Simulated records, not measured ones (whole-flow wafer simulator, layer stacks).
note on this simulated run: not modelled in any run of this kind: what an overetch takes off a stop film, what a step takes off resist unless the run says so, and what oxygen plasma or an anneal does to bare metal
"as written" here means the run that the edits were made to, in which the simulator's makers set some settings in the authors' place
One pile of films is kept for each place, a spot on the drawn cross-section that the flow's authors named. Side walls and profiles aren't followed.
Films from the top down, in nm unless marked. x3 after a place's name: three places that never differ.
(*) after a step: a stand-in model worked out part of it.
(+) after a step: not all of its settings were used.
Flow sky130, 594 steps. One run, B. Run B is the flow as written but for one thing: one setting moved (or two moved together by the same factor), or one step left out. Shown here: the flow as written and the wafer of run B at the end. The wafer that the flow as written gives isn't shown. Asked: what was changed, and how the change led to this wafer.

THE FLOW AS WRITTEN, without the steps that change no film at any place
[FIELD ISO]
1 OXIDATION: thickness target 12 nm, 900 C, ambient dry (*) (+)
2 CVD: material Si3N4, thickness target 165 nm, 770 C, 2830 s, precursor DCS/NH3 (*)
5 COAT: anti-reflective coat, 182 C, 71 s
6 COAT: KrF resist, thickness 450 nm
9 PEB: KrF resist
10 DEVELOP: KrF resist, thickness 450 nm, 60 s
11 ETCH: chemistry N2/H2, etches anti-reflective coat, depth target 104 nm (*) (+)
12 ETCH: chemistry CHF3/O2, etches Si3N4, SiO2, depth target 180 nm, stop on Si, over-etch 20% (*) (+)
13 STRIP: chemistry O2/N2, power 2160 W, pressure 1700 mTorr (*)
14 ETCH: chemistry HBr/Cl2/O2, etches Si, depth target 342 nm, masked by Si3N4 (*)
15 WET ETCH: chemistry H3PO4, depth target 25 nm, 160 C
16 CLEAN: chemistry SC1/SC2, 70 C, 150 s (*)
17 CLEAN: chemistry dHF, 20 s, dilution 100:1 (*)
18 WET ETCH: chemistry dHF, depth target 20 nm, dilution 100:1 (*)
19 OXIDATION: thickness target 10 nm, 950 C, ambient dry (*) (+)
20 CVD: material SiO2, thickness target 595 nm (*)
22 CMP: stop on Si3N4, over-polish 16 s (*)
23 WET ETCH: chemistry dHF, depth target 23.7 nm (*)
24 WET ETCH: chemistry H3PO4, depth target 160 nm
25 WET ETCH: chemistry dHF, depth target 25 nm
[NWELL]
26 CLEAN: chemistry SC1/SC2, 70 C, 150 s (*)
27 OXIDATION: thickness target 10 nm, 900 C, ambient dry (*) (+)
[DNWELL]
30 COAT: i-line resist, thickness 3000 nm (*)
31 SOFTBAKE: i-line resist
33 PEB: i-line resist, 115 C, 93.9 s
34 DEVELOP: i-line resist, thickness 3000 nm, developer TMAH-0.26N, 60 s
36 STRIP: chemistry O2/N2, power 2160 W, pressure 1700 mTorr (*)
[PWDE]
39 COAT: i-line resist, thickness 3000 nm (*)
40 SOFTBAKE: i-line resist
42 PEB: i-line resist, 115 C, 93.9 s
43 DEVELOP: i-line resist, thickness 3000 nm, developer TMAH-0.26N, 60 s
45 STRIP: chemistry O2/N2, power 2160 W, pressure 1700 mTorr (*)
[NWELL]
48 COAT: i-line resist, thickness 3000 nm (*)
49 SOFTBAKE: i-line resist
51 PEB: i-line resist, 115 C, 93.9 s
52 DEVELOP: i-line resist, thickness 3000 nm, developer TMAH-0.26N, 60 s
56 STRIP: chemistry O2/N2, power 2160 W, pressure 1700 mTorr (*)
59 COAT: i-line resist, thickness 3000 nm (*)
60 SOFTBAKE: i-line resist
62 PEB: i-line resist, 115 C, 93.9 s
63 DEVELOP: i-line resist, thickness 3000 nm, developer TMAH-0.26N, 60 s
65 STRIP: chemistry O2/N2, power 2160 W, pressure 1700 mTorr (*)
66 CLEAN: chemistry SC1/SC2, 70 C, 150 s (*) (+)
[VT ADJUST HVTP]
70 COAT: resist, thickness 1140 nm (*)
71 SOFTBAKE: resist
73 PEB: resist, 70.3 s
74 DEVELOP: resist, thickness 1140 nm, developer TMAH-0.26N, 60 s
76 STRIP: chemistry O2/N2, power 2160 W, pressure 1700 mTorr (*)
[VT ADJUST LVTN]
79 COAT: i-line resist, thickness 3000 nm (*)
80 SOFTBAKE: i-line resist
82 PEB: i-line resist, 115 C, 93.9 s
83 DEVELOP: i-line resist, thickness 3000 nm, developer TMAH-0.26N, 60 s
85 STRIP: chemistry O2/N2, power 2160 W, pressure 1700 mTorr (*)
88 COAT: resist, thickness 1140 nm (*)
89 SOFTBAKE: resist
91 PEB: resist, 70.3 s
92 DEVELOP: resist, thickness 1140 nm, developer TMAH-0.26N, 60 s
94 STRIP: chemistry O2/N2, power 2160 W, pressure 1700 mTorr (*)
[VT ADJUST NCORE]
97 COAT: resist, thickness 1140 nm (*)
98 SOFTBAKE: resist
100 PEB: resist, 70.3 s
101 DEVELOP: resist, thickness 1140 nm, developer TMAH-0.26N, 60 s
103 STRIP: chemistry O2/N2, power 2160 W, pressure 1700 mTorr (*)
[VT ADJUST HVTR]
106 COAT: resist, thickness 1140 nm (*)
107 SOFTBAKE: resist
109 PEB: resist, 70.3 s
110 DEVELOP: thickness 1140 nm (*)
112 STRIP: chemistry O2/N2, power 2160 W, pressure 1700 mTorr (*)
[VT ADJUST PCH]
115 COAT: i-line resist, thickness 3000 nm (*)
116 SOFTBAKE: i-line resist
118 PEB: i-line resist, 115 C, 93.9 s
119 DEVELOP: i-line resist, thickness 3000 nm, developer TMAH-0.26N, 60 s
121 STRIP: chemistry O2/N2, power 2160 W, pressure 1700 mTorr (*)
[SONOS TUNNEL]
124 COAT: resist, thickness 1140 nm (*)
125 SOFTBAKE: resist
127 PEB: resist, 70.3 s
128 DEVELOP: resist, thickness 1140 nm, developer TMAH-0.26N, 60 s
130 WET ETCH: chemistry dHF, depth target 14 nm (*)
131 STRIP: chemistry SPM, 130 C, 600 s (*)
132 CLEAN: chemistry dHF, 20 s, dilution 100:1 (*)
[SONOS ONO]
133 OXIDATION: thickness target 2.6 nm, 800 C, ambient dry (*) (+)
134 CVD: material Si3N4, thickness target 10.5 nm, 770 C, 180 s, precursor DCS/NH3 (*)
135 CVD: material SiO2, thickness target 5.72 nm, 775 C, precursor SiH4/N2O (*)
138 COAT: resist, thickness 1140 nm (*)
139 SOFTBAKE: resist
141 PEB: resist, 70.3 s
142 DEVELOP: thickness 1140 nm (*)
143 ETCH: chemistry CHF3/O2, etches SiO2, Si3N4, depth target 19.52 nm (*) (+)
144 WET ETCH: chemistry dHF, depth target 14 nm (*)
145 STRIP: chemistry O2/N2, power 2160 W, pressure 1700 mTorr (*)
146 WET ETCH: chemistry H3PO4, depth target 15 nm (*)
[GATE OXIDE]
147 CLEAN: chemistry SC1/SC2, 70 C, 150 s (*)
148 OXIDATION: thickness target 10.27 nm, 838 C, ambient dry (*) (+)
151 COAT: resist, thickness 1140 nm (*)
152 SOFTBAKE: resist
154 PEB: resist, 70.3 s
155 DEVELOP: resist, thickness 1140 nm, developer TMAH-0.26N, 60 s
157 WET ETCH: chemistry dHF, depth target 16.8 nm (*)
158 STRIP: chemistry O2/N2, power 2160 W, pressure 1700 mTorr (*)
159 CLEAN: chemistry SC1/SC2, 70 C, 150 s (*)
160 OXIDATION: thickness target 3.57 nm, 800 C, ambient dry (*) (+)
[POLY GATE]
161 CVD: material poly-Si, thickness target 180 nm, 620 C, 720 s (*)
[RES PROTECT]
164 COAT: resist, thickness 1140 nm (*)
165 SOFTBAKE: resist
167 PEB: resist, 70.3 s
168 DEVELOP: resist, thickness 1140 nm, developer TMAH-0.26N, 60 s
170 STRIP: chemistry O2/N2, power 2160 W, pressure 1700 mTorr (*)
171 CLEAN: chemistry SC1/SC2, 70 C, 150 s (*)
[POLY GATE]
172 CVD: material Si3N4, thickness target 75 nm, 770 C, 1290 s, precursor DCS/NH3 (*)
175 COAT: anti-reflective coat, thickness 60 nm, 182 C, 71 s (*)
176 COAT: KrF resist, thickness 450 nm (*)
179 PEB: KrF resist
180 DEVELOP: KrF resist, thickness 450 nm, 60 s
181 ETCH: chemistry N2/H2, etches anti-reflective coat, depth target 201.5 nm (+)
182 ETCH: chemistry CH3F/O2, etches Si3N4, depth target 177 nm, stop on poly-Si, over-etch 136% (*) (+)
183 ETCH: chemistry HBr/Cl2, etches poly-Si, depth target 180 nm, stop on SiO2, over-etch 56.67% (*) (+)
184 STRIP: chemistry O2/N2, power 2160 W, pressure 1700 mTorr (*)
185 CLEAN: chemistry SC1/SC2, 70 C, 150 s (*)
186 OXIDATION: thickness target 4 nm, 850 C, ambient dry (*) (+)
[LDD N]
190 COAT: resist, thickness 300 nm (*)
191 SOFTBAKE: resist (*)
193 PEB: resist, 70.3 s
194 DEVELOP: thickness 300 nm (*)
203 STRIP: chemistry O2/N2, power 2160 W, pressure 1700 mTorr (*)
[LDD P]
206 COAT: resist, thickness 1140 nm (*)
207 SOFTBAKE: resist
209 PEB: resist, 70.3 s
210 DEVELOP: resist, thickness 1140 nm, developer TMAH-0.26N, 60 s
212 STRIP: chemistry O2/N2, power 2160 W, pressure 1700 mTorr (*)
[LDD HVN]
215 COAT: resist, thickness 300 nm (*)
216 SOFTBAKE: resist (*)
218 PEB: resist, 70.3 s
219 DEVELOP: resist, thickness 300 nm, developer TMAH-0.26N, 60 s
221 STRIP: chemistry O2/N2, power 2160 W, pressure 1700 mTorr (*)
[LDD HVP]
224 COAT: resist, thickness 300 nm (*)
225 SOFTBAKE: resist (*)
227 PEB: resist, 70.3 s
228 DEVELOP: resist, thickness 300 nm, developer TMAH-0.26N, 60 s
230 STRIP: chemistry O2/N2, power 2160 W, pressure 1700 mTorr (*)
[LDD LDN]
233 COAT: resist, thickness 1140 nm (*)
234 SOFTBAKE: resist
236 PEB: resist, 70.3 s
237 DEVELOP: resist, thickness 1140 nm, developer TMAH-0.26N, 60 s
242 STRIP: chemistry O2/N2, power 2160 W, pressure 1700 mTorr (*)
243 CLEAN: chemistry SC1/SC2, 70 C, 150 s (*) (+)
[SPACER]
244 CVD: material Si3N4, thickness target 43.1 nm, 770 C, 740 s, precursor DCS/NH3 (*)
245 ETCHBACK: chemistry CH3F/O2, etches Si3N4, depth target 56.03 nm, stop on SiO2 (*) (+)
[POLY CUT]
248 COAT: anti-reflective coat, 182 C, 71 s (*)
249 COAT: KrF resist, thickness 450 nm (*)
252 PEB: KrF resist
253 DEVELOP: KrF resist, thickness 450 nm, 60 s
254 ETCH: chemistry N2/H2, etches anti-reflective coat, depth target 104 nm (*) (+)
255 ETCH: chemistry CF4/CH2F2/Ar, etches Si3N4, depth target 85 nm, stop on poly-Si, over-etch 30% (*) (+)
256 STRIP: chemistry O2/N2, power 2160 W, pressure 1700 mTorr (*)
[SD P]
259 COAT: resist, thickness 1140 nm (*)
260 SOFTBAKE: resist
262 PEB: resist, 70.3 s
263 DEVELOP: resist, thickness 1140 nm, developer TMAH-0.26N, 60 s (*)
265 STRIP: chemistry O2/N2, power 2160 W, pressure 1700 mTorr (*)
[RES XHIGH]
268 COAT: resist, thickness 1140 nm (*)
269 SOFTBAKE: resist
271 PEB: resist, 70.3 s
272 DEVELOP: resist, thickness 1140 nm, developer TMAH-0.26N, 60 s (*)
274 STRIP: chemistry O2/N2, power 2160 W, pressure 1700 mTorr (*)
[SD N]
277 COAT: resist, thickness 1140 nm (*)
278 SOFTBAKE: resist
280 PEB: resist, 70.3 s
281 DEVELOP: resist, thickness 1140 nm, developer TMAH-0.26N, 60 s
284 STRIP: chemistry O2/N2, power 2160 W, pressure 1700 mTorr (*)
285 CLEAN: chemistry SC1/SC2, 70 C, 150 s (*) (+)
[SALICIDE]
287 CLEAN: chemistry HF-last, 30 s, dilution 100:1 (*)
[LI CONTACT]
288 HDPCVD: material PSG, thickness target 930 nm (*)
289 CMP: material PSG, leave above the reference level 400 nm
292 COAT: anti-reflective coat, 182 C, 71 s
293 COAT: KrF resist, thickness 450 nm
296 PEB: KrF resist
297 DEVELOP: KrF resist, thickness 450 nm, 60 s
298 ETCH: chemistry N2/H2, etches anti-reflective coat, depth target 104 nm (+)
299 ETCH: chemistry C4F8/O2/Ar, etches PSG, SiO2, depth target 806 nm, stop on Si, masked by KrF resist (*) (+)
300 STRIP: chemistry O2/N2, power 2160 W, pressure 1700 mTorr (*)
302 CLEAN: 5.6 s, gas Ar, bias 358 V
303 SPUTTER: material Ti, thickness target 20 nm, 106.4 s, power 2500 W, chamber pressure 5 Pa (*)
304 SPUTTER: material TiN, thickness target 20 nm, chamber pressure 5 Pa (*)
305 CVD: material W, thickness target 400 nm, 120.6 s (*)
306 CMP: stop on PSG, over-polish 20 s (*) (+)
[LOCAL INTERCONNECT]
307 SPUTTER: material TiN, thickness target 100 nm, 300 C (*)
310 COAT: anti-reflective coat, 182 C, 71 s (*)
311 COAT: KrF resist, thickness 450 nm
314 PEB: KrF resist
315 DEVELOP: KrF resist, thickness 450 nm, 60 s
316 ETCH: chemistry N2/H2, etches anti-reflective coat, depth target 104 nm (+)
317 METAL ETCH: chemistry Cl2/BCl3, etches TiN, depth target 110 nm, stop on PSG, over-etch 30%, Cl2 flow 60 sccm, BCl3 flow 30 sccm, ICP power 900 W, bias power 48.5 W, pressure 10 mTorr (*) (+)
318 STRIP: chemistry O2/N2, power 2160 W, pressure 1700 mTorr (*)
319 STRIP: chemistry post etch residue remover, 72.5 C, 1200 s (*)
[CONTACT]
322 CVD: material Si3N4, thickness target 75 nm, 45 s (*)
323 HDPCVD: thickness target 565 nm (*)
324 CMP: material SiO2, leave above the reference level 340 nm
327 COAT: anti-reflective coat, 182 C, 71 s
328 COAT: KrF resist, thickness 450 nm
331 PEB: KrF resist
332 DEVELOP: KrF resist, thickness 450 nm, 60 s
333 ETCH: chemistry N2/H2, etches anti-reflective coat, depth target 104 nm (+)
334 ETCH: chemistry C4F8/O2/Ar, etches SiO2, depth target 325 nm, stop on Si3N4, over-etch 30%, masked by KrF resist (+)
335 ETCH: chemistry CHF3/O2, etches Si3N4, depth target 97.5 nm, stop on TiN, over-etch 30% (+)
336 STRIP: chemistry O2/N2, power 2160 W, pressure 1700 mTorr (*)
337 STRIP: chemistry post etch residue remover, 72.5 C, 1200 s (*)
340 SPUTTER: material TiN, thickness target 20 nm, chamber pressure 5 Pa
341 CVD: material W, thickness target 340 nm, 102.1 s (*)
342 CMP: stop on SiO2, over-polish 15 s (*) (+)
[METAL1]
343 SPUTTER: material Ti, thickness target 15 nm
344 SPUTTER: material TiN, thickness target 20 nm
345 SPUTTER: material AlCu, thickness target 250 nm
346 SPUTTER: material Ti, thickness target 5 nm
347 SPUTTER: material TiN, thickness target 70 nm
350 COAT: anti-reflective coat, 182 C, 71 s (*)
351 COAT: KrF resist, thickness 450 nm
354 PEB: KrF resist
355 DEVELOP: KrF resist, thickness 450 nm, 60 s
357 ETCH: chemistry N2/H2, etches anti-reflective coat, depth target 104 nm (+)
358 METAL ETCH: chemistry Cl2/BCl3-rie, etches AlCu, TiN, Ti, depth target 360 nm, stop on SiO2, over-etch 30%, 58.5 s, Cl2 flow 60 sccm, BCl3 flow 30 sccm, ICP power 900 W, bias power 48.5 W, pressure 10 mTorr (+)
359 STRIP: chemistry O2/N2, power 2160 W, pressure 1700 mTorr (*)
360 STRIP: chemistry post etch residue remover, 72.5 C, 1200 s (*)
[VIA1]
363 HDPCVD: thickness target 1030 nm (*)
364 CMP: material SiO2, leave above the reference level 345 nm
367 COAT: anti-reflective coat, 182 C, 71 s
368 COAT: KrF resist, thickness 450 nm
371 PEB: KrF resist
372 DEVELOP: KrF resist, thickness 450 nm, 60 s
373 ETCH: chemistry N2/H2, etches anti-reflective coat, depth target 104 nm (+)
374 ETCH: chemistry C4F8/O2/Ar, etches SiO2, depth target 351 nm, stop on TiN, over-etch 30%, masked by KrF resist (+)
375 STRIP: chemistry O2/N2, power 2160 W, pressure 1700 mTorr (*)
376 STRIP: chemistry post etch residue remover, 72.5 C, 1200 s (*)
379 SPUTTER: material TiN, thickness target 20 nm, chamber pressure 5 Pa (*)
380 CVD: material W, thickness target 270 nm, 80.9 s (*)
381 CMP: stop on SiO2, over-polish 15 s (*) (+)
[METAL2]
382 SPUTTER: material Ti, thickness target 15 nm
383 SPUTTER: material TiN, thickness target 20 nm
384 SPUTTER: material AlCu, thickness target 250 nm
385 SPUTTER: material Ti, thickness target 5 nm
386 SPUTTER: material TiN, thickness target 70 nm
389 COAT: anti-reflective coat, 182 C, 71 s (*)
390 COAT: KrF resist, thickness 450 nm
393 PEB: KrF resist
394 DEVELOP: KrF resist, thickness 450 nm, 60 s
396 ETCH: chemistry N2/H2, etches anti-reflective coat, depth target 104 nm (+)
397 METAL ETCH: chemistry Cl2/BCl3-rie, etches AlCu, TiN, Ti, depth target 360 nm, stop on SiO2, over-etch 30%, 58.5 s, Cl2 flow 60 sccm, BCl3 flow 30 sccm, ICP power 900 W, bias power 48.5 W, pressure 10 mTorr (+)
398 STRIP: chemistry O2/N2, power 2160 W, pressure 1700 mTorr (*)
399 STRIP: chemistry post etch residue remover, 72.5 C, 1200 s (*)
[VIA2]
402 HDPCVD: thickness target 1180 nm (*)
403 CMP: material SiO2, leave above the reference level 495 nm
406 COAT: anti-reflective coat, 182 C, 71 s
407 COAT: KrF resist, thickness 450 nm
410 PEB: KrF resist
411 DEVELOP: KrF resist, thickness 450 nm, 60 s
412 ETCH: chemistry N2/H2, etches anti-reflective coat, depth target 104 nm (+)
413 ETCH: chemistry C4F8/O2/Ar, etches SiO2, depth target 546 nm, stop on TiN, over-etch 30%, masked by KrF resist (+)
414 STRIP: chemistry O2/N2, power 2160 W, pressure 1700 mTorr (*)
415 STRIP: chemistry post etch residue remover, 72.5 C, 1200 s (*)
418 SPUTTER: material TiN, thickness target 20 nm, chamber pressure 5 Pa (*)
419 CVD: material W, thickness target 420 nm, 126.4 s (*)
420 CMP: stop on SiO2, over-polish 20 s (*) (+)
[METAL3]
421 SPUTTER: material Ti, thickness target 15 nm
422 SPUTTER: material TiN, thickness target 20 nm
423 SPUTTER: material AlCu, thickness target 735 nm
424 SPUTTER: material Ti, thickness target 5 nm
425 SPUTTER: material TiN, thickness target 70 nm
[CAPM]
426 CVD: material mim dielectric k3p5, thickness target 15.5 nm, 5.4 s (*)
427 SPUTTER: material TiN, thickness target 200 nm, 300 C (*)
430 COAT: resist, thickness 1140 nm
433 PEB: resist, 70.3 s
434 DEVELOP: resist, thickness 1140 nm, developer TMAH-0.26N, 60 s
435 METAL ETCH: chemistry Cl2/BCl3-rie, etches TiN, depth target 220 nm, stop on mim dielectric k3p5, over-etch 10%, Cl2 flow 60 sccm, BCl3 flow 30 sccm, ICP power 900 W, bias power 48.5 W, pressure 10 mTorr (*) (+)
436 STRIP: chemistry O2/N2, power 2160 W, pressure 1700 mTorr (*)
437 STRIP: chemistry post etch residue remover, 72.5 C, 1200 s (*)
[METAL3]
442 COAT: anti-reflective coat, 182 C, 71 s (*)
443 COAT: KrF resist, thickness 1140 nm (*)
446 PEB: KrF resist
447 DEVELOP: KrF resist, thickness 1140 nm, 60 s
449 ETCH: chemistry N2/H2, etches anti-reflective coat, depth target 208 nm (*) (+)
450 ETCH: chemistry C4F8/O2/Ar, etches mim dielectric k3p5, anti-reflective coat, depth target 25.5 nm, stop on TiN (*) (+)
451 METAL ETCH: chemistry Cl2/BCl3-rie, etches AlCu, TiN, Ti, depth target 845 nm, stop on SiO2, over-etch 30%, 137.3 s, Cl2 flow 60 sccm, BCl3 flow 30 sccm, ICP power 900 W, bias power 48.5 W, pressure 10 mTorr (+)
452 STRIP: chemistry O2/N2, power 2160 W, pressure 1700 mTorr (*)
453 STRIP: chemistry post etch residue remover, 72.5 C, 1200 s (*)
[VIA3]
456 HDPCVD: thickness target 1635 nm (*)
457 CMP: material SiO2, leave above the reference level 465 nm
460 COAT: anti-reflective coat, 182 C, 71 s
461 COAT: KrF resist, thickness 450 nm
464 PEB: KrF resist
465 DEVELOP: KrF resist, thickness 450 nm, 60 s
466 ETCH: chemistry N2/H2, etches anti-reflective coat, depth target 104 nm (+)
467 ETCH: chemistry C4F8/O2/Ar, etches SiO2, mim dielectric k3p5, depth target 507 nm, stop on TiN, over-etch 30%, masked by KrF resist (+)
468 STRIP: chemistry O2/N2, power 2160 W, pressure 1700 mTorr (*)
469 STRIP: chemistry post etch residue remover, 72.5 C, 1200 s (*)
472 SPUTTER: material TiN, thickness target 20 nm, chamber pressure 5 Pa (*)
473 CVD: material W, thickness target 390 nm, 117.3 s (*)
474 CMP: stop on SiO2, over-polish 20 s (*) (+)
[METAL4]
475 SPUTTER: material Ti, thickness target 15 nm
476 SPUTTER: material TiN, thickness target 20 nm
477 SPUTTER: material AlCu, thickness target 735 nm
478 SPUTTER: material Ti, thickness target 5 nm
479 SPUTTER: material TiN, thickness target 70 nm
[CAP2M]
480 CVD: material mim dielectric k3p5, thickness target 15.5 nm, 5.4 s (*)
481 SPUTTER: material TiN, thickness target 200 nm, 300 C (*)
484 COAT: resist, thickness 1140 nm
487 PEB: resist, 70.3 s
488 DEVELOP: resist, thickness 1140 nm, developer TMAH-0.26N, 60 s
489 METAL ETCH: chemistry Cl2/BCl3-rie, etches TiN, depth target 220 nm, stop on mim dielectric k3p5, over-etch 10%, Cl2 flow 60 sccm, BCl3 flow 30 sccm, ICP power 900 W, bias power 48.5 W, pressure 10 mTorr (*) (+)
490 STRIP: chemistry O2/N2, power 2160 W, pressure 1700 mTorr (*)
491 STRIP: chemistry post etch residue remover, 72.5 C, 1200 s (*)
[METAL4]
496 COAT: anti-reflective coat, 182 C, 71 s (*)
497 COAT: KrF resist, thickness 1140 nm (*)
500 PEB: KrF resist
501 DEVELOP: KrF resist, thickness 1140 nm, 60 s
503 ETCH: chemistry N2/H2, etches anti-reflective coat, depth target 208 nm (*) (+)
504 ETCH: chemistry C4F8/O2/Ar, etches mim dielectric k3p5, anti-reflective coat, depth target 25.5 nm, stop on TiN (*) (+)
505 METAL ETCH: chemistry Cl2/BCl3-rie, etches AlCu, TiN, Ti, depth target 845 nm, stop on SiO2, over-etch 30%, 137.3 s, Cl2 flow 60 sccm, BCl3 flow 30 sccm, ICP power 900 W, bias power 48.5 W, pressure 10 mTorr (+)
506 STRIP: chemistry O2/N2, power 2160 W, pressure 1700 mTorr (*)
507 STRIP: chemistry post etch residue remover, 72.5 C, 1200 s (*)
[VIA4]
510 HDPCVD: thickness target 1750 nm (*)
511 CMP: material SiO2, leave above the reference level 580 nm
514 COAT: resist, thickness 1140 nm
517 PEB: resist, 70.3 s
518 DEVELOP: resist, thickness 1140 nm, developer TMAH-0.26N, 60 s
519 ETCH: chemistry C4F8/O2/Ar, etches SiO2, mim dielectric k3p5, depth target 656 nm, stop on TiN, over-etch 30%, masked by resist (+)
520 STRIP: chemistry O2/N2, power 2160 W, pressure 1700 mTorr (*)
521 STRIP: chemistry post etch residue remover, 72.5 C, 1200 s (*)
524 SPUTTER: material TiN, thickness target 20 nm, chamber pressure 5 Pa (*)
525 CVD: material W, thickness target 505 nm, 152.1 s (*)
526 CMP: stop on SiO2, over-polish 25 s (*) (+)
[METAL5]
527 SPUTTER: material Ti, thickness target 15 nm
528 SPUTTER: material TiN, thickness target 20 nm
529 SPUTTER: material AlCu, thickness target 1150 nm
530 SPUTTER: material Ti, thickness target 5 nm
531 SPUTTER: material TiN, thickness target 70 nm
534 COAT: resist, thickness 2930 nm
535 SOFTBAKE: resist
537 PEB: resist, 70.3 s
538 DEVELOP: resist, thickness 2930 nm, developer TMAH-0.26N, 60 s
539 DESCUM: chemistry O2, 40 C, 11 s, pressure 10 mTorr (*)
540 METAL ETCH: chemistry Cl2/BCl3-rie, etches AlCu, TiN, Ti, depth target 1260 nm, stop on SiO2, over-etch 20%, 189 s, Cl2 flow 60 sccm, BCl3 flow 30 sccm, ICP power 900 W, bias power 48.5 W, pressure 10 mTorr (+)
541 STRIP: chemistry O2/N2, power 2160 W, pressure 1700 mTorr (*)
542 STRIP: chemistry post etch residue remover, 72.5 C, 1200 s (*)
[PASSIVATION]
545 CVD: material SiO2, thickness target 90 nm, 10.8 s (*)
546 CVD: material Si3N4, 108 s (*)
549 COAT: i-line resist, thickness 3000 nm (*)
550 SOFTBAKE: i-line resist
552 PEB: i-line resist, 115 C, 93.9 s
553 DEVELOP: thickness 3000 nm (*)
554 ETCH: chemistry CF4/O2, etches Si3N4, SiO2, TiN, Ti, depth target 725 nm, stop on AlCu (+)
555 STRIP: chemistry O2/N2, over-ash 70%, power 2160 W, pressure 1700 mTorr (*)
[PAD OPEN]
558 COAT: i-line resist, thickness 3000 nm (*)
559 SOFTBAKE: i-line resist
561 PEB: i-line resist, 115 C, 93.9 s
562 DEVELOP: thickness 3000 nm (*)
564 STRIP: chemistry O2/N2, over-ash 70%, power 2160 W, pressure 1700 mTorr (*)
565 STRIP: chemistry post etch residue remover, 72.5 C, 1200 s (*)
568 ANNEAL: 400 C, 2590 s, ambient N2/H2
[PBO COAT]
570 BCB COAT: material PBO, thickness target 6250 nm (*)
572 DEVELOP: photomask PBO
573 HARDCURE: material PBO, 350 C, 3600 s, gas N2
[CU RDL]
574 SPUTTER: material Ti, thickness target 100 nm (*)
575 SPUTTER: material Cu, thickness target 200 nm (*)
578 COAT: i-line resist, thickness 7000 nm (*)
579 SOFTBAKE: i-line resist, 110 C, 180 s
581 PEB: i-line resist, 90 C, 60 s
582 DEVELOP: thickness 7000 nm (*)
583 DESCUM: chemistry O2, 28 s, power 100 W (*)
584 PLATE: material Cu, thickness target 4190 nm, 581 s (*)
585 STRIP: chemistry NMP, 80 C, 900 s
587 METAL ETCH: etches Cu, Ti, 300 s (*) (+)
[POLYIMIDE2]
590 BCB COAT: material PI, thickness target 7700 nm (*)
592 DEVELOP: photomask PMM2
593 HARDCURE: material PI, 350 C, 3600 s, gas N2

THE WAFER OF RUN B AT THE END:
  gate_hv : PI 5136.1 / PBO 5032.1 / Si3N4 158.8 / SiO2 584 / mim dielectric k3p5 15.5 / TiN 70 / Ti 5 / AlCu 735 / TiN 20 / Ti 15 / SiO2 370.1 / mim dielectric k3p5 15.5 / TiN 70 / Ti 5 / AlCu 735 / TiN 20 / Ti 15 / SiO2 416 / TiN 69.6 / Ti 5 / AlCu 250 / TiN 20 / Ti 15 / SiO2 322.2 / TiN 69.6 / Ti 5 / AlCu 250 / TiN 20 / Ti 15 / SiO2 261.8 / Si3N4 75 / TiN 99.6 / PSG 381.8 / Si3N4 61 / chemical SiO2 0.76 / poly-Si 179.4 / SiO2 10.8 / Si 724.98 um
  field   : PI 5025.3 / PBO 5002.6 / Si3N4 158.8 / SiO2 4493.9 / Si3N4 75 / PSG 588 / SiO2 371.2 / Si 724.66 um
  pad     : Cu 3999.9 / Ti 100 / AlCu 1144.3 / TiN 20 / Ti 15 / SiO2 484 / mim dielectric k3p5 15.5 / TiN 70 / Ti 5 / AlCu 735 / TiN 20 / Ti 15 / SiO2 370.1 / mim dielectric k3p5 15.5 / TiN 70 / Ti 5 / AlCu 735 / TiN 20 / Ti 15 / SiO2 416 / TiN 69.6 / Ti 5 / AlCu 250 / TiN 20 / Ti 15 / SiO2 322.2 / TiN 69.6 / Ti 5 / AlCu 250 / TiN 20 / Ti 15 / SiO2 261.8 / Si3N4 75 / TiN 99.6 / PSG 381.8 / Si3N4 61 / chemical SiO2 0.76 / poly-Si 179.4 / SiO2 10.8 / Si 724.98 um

The cause: step 364, CMP: leave above the reference level 400 nm was run, where the flow has leave above the reference level 345 nm.

How the change led to this, step by step:
  364 CMP: material SiO2, leave above the reference level 345 nm
      n_well, p_well, gate_hv and 100 more: SiO2 -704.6 (as written it would be: SiO2 -759.6)
      field, active, gate and 81 more: SiO2 -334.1 (as written it would be: SiO2 -389.1)
      (and at 4 more places)
  374 ETCH: chemistry C4F8/O2/Ar, etches SiO2, depth target 351 nm, stop on TiN, over-etch 30%, masked by KrF resist (+)
      m1, via1_hole: SiO2 -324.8 (all of it) (as written it would be: SiO2 -269.8 (all of it))
  379 SPUTTER: material TiN, thickness target 20 nm, chamber pressure 5 Pa (*)
      m1: TiN +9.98 (as written it would be: TiN +11)
      via1_hole: TiN +9.96 (as written it would be: TiN +10.9)
  380 CVD: material W, thickness target 270 nm, 80.9 s (*)
      m1, via1_hole: W +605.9 (new film) (as written it would be: W +549.9 (new film))
